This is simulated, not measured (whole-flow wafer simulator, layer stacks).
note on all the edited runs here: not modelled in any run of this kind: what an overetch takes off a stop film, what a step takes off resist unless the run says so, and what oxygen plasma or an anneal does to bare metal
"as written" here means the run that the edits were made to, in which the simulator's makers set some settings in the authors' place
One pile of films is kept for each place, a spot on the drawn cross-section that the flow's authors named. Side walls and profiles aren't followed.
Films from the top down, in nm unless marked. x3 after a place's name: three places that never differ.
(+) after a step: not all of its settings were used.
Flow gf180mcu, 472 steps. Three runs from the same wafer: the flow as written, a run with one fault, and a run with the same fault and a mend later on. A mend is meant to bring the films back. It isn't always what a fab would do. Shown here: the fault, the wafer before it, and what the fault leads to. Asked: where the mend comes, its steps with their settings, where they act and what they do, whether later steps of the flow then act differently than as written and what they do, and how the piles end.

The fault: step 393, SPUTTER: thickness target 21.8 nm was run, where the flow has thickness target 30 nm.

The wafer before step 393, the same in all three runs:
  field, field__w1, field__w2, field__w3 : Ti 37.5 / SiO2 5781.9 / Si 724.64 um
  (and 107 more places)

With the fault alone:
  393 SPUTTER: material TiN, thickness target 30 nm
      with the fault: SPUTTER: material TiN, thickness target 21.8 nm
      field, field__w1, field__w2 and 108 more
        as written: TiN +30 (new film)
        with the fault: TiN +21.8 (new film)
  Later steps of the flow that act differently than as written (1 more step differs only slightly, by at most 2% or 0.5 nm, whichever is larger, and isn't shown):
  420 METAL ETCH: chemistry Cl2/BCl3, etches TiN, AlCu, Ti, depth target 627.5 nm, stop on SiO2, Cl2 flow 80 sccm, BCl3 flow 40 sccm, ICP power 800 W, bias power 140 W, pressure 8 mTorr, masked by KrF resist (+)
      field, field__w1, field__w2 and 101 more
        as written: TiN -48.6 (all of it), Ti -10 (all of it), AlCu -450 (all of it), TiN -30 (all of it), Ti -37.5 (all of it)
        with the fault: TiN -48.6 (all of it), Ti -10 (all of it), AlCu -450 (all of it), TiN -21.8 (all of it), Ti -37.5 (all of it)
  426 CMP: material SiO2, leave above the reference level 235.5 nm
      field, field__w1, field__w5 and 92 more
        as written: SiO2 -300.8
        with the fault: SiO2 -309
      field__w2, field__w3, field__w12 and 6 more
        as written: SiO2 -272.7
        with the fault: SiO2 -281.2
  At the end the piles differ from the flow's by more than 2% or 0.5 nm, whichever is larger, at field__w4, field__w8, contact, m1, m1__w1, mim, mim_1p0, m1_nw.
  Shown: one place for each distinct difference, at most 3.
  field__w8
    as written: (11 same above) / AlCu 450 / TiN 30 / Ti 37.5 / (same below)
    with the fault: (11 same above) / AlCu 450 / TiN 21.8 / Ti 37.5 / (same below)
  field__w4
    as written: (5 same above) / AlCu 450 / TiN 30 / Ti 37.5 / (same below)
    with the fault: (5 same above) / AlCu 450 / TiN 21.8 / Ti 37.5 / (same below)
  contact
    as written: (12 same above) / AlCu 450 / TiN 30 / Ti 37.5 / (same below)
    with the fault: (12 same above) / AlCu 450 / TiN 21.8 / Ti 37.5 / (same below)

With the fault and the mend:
  The mend comes after step 393.
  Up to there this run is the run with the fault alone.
  393a SPUTTER: material TiN, thickness target 8.2 nm (the flow's step 393 once more, with other settings)
      field, field__w1, field__w2 and 108 more
        TiN +8.2
  No later step of the flow acts differently than as written at any place that is followed.
  At the end the piles are the same as the flow's at every place that both follow.
